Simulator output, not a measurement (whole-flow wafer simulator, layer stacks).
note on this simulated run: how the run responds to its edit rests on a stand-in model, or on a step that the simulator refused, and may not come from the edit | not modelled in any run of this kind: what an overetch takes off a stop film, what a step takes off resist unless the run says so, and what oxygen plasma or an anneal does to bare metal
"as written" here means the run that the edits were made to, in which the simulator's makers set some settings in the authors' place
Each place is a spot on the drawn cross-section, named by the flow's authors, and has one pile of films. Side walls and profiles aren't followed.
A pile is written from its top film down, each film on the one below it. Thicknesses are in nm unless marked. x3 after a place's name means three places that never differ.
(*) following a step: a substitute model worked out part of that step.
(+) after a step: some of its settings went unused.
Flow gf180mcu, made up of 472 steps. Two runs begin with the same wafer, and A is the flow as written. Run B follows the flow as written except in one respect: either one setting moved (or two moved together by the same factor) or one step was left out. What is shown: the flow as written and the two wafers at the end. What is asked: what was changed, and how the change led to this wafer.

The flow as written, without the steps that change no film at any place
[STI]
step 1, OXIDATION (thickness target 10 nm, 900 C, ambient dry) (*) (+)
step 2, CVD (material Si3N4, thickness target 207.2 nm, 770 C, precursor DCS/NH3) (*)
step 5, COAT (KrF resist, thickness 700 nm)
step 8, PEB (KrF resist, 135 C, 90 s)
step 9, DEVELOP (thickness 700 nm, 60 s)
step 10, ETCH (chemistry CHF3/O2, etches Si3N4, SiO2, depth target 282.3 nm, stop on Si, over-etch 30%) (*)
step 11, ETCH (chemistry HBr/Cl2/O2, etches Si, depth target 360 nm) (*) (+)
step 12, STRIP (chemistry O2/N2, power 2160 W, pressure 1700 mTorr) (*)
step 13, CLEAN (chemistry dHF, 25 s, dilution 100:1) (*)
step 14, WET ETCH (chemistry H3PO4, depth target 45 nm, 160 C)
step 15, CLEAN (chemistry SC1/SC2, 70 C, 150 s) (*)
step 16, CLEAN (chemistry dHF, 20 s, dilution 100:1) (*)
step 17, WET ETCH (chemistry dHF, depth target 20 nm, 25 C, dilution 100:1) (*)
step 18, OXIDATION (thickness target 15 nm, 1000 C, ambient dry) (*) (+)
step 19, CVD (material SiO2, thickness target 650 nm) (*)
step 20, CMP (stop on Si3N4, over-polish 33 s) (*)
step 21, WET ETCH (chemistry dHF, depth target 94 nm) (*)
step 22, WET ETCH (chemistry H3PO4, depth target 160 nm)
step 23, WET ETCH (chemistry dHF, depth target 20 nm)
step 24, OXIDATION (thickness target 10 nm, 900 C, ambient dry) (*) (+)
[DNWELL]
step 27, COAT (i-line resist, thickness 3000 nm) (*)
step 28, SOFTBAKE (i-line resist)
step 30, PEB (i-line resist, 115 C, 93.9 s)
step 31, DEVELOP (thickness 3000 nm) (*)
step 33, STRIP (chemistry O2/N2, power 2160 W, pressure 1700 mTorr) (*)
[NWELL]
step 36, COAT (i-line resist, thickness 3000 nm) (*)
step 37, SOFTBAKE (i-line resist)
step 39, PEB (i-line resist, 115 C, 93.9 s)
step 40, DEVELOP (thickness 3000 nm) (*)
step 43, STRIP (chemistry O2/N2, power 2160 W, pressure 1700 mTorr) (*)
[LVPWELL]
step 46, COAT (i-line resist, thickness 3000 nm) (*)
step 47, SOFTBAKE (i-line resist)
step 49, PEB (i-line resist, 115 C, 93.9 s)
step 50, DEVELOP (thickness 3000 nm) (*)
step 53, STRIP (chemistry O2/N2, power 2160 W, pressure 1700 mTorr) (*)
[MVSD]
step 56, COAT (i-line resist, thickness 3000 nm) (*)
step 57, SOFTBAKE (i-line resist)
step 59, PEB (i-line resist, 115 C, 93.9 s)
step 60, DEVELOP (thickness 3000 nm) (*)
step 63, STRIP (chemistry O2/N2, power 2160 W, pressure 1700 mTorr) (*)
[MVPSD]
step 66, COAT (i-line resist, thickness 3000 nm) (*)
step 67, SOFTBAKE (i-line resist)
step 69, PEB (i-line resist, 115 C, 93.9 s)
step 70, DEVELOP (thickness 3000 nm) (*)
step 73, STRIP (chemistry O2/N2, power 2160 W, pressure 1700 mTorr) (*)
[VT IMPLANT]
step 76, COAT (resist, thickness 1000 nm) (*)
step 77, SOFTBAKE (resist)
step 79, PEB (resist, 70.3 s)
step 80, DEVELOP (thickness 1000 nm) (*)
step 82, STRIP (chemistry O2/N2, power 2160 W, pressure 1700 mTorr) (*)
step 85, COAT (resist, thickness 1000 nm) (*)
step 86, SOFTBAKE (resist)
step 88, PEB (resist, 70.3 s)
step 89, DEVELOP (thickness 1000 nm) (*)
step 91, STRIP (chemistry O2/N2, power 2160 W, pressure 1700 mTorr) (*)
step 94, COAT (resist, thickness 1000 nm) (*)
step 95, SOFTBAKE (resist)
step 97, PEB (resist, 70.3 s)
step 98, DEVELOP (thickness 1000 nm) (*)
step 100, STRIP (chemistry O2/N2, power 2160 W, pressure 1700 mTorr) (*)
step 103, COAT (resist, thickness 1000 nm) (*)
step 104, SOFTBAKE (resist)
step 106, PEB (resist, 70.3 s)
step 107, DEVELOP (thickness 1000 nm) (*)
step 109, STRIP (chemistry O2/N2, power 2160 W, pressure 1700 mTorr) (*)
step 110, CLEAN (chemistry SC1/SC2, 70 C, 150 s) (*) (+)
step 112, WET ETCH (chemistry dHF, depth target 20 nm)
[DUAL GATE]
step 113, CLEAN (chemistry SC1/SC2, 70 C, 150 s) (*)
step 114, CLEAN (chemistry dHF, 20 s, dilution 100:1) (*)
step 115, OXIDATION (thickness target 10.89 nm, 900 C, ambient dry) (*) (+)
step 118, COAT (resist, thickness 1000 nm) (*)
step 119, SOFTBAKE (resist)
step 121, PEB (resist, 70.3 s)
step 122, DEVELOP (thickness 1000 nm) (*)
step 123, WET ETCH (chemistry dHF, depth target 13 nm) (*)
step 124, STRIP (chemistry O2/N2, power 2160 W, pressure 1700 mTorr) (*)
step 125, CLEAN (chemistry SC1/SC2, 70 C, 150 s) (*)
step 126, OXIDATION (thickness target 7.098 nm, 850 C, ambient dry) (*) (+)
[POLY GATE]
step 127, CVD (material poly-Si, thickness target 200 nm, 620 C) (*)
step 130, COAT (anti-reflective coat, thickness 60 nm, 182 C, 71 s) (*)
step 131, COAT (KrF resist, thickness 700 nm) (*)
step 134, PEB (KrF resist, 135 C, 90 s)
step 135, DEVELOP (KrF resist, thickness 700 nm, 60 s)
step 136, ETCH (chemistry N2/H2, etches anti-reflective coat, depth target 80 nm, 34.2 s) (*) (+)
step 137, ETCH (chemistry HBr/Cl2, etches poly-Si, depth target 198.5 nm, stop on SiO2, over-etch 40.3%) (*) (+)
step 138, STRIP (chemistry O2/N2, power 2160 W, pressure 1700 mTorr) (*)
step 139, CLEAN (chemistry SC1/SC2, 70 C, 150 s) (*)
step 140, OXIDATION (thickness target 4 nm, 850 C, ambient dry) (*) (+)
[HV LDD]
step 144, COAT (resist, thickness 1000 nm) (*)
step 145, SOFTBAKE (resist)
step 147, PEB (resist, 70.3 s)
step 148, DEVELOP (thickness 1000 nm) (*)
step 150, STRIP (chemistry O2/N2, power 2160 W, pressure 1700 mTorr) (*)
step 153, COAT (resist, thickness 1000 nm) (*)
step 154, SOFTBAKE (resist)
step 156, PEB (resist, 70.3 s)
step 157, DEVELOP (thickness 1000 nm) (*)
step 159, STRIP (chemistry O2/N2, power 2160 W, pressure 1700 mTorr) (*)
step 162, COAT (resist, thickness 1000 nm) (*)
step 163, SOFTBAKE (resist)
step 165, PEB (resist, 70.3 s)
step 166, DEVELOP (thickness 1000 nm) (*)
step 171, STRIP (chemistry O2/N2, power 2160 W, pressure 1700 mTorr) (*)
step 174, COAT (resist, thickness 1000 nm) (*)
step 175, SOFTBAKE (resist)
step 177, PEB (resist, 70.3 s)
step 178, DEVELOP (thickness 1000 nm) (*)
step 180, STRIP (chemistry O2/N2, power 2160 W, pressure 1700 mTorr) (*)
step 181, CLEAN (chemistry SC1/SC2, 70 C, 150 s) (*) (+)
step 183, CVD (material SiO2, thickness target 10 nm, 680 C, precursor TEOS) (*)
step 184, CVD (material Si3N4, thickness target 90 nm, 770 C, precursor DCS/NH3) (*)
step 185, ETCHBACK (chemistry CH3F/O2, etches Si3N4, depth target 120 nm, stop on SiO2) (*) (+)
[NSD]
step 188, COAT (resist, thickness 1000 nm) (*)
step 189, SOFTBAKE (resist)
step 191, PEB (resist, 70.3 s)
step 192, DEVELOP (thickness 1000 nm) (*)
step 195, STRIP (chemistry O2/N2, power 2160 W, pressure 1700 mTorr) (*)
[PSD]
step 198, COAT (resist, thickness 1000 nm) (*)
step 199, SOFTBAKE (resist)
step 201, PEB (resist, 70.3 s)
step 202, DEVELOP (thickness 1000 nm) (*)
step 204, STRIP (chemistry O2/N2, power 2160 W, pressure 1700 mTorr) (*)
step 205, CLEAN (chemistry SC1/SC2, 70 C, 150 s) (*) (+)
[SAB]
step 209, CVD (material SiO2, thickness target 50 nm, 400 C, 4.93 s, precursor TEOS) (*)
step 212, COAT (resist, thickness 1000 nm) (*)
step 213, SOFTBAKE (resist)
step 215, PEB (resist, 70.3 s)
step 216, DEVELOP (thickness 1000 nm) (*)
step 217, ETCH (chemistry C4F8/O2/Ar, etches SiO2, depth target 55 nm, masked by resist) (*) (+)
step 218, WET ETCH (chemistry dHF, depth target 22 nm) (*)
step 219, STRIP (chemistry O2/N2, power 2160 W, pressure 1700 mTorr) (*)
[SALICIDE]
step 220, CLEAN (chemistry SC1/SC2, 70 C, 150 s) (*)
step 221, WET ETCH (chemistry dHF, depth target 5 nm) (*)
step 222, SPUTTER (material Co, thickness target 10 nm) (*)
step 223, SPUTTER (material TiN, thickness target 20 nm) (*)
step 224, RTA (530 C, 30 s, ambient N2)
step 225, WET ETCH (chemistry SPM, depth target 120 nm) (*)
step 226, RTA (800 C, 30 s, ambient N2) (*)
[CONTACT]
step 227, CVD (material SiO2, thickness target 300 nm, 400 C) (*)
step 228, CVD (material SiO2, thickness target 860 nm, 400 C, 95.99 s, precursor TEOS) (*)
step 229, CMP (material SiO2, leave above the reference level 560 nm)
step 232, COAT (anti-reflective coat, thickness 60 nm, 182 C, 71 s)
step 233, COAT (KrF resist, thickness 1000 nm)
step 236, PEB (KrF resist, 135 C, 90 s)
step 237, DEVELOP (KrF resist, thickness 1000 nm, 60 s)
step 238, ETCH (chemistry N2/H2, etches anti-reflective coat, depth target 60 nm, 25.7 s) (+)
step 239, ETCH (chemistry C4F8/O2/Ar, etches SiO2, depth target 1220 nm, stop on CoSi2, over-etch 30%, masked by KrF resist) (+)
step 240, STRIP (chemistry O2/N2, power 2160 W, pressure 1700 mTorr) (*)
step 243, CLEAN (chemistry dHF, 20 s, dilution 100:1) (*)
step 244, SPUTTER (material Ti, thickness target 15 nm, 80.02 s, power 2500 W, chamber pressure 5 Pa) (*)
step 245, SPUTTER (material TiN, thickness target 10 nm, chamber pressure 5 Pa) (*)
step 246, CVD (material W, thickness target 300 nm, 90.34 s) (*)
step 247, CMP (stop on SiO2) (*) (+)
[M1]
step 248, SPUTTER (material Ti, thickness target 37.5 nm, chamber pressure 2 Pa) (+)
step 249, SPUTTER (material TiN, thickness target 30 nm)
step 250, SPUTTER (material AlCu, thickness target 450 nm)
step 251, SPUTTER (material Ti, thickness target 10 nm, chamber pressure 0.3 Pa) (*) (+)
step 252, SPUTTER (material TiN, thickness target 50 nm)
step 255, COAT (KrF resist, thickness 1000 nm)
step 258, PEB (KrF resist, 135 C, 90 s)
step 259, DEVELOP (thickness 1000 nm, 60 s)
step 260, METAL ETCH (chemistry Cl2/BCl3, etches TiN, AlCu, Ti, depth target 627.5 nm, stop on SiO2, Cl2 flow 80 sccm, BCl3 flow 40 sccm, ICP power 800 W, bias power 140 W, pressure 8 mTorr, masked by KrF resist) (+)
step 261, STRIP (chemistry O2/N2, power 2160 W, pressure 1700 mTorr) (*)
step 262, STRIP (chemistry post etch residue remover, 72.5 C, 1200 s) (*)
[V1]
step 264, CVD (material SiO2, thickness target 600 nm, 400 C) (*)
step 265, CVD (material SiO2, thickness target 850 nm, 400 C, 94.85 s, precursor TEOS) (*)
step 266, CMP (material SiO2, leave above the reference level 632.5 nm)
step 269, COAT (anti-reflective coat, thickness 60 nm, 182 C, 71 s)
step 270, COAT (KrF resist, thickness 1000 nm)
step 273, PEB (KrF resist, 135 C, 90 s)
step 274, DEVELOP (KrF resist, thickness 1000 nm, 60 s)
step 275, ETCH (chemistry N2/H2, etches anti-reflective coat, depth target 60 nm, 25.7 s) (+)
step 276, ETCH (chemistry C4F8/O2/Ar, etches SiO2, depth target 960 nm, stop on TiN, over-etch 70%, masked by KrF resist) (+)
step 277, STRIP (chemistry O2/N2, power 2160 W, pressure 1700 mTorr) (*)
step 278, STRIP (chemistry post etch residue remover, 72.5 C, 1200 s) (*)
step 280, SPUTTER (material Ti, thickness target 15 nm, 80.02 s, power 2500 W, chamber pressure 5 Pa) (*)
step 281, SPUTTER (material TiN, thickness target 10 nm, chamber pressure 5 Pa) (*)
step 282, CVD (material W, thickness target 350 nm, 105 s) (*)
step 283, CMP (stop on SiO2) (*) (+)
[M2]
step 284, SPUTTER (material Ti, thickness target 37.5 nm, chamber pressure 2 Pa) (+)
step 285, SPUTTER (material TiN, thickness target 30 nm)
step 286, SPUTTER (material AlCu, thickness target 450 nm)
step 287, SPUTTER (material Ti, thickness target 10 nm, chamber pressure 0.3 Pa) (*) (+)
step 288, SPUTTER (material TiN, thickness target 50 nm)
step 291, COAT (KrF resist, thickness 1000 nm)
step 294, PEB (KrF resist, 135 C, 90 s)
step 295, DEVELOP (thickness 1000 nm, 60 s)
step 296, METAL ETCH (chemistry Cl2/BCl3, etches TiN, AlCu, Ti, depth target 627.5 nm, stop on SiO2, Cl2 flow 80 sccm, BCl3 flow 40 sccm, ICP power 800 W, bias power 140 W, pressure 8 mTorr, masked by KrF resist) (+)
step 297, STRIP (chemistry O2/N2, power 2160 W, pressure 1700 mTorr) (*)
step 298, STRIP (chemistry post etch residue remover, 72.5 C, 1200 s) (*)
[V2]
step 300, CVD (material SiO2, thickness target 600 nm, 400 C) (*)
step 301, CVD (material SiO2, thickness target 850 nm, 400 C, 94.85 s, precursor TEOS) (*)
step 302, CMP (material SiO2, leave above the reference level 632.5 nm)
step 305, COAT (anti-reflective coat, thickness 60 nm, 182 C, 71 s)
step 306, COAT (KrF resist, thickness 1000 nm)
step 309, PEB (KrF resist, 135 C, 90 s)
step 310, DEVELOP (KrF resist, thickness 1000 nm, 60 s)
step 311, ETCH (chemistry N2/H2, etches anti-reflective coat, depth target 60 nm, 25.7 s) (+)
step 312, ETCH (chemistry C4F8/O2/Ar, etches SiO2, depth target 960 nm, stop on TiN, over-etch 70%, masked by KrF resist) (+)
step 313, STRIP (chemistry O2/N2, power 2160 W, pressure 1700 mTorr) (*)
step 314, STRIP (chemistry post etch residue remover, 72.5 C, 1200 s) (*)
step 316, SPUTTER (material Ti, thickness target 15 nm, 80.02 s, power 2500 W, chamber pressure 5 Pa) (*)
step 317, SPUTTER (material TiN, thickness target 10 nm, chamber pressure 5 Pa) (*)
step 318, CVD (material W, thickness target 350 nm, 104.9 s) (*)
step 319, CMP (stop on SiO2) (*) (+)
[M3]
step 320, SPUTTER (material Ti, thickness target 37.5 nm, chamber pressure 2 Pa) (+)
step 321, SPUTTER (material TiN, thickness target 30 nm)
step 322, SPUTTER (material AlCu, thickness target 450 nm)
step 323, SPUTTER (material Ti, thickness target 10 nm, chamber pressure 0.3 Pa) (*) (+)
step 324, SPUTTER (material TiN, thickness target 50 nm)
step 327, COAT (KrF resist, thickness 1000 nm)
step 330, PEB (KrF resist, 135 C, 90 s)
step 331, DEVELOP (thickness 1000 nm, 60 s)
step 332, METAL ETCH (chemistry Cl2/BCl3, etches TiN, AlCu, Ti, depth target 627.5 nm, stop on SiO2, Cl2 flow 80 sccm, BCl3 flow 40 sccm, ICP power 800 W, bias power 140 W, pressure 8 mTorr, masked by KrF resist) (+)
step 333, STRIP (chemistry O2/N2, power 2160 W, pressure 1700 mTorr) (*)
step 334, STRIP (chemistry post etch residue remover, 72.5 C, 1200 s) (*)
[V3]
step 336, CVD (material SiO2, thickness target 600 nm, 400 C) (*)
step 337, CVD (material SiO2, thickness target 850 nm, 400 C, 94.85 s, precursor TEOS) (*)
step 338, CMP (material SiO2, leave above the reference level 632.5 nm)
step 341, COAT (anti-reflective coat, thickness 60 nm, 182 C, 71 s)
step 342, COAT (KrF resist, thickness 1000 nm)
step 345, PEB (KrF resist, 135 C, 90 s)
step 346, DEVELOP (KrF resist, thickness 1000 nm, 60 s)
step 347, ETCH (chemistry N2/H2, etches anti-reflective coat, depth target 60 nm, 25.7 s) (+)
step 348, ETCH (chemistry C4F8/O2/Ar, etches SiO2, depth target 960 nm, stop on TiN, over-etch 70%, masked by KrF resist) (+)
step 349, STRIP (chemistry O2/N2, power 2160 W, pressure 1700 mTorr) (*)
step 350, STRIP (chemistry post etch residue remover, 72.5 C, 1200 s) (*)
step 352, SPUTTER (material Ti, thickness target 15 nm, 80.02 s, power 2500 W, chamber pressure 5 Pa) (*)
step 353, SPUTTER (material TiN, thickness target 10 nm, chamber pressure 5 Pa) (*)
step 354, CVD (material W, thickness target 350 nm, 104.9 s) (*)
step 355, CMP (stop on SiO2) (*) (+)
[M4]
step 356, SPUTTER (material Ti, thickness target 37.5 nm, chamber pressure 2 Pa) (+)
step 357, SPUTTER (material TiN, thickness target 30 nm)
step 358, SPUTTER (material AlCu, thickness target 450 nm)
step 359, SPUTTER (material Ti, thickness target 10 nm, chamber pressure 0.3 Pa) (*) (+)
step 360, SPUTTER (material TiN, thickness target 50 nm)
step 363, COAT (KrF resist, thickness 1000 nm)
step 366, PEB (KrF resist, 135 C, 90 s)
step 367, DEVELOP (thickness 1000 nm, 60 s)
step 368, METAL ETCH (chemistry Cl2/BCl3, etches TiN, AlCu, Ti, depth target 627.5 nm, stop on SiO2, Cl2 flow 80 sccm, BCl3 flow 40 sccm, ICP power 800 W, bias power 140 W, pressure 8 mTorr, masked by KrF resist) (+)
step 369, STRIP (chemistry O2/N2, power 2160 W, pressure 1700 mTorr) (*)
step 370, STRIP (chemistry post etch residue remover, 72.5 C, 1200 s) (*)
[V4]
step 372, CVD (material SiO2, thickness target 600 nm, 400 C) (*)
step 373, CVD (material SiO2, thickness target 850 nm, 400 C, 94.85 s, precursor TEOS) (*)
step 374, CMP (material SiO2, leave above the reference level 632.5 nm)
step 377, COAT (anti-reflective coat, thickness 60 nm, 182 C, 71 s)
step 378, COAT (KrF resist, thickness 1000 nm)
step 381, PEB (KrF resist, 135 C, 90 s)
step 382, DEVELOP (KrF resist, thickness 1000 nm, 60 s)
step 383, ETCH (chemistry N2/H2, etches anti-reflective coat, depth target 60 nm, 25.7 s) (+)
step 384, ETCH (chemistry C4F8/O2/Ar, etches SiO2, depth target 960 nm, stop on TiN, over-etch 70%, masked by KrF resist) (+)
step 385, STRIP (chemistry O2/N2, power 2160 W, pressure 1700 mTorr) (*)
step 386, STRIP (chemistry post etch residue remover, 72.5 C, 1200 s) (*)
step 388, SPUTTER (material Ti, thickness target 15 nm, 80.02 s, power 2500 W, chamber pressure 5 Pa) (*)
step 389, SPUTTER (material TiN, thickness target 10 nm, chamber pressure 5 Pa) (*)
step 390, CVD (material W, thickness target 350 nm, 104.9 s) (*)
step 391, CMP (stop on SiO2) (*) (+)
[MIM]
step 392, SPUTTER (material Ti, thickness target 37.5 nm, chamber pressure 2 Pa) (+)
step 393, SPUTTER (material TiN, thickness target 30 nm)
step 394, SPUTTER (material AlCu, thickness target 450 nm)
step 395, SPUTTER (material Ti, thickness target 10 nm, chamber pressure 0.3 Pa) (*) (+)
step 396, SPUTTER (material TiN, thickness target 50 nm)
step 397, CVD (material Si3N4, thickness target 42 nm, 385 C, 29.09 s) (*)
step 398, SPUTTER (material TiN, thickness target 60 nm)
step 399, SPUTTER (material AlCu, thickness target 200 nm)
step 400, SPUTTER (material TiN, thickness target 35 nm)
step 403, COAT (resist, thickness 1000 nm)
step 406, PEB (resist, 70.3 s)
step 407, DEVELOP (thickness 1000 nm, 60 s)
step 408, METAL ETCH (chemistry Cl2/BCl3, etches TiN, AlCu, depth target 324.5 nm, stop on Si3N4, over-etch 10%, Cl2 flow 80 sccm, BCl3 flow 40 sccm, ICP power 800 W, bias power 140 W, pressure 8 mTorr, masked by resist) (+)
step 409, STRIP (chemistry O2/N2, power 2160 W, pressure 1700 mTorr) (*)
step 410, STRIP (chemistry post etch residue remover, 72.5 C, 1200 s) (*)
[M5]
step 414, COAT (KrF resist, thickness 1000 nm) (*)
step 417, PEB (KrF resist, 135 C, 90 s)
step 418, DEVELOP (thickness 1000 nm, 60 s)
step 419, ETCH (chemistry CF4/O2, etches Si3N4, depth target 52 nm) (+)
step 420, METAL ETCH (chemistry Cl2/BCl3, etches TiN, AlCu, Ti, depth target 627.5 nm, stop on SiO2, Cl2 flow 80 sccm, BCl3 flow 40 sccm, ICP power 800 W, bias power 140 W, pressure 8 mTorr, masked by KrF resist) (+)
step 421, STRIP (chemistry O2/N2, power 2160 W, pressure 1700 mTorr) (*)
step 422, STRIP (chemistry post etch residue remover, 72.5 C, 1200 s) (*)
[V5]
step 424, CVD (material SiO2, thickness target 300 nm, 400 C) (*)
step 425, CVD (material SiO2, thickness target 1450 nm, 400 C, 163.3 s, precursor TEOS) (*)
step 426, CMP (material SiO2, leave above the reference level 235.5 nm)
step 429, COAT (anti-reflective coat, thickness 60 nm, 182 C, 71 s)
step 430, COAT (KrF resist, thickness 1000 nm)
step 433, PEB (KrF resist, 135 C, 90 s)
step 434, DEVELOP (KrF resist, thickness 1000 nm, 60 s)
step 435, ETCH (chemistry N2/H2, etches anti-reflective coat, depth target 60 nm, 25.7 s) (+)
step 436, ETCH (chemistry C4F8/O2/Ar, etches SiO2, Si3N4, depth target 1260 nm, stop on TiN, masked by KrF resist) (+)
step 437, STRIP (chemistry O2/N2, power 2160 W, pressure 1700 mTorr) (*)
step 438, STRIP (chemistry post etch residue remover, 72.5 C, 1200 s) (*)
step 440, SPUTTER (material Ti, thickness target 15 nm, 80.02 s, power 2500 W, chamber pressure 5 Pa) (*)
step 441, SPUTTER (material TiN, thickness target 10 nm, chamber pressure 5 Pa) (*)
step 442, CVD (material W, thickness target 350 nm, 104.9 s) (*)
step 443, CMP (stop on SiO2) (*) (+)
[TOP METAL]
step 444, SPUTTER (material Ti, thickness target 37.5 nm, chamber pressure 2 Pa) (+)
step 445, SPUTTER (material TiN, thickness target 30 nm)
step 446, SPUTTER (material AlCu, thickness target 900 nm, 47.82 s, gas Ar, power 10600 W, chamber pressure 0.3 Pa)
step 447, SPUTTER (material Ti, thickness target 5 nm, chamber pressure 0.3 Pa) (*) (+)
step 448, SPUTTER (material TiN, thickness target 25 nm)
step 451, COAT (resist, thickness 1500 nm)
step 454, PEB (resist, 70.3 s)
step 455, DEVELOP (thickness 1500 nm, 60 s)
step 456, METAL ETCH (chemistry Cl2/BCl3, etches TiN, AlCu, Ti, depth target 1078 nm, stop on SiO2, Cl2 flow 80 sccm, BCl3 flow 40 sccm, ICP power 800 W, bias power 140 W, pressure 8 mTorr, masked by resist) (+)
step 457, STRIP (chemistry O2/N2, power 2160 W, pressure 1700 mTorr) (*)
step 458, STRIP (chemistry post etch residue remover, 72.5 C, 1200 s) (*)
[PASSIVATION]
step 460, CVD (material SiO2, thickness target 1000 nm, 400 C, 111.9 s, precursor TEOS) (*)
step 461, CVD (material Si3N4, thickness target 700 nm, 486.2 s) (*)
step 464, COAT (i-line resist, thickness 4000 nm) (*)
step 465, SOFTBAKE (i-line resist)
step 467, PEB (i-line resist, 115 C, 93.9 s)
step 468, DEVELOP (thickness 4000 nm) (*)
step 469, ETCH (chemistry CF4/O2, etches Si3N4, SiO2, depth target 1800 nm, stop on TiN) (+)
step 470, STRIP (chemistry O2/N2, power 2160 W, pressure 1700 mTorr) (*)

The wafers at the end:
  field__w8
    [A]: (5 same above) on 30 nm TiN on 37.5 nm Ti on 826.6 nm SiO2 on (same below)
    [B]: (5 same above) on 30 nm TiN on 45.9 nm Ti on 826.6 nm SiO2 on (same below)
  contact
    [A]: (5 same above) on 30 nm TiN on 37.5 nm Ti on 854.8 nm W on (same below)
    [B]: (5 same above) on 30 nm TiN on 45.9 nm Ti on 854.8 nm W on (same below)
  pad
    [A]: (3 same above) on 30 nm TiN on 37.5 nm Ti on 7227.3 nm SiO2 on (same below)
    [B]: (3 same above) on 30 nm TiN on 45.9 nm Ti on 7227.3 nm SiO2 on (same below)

What caused this: step 444, SPUTTER: thickness target 45.9 nm was run, though the flow has thickness target 37.5 nm.
One can read it off the wafer: field__w8 has Ti 45.9, and step 444 as written asks for 37.5 nm.

The path from the change to this, step by step:
  step 444, SPUTTER (material Ti, thickness target 37.5 nm, chamber pressure 2 Pa) (+)
      field, field__w1, field__w2 and 109 more: A Ti gains 37.5 (new film) | B Ti gains 45.9 (new film)
  step 456, METAL ETCH (chemistry Cl2/BCl3, etches TiN, AlCu, Ti, depth target 1078 nm, stop on SiO2, Cl2 flow 80 sccm, BCl3 flow 40 sccm, ICP power 800 W, bias power 140 W, pressure 8 mTorr, masked by resist) (+)
      field, field__w1, field__w2 and 103 more: A TiN loses 25 (all of it), Ti loses 5 (all of it), AlCu loses 900 (all of it), TiN loses 30 (all of it), Ti loses 37.5 (all of it) | B TiN loses 25 (all of it), Ti loses 5 (all of it), AlCu loses 900 (all of it), TiN loses 30 (all of it), Ti loses 45.9 (all of it)
  step 465, SOFTBAKE (i-line resist)
      gate: A i-line resist gains 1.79 | B i-line resist loses 0.29
      field__w11, field__w13: A i-line resist gains 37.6 | B i-line resist gains 31.4
      (also at 57 further places)
